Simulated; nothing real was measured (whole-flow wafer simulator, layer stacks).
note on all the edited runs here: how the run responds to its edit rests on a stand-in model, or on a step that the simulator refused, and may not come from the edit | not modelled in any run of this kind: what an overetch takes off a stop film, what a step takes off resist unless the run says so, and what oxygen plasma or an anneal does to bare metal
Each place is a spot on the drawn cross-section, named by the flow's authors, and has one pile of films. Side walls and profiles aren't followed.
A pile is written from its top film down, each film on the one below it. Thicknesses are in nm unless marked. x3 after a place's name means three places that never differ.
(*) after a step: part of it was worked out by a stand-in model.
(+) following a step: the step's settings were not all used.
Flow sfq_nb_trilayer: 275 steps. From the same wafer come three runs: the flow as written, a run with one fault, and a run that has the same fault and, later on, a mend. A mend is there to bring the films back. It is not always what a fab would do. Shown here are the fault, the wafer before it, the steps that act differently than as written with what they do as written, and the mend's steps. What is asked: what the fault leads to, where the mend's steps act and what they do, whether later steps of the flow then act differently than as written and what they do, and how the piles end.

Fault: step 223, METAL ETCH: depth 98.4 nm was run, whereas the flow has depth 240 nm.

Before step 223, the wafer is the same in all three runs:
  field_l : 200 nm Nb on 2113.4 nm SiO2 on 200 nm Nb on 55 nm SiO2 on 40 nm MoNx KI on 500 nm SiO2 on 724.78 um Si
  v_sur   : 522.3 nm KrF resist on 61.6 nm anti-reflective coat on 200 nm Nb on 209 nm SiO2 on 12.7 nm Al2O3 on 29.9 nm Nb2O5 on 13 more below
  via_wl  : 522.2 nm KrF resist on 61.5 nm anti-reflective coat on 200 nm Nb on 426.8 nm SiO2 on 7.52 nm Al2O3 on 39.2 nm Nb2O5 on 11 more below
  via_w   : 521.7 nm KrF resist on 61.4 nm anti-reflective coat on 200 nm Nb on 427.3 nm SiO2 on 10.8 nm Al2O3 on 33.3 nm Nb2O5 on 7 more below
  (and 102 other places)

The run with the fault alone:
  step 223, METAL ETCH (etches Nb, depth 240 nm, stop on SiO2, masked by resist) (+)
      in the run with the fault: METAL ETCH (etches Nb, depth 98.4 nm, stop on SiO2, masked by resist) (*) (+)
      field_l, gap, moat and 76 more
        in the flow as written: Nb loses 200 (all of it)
        in the run with the fault: Nb loses 98.4
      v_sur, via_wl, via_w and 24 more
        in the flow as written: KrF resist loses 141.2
        in the run with the fault: KrF resist loses 57.9
  Later steps of the flow acting differently than as written:
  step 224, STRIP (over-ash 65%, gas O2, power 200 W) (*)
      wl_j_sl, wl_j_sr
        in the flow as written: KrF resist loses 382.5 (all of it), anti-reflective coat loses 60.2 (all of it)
        in the run with the fault: KrF resist loses 465.8 (all of it), anti-reflective coat loses 60.2 (all of it)
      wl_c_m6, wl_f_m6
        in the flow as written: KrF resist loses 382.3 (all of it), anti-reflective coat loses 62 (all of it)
        in the run with the fault: KrF resist loses 465.6 (all of it), anti-reflective coat loses 62 (all of it)
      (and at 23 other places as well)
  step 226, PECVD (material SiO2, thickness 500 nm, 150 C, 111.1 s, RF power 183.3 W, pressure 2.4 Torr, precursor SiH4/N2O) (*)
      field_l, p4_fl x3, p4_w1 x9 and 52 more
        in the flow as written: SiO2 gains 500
        in the run with the fault: SiO2 gains 500 (new film)
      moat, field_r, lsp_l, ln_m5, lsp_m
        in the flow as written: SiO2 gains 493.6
        in the run with the fault: SiO2 gains 500 (new film)
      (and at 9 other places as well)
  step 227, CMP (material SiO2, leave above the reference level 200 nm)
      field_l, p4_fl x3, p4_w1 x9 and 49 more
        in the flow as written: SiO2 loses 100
        in the run with the fault: SiO2 loses 201.6
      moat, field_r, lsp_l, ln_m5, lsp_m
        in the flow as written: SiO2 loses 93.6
        in the run with the fault: SiO2 loses 201.6
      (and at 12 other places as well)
  By the end, the piles at field_l, gap, moat and 76 more depart from the flow's by more than 2% or 0.5 nm, whichever is larger.
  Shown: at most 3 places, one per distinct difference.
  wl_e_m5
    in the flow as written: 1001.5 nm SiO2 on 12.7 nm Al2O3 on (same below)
    in the run with the fault: 690.9 nm SiO2 on 101.6 nm Nb on 209 nm SiO2 on 12.7 nm Al2O3 on (same below)
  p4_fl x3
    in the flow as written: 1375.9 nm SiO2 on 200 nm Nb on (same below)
    in the run with the fault: 690.9 nm SiO2 on 101.6 nm Nb on 583.4 nm SiO2 on 200 nm Nb on (same below)
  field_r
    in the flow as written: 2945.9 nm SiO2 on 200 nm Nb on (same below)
    in the run with the fault: 690.9 nm SiO2 on 101.6 nm Nb on 2153.4 nm SiO2 on 200 nm Nb on (same below)

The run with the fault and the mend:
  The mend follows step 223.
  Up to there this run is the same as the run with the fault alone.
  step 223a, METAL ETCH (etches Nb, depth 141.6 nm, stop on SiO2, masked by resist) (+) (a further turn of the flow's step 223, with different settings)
      field_l, gap, moat and 76 more
        Nb loses 101.6 (all of it)
      v_sur, via_wl, via_w and 24 more
        KrF resist loses 83.3
  Later steps of the flow that are run all act as written at every place that is followed.
  The piles end the same as the flow's at every place that both follow.
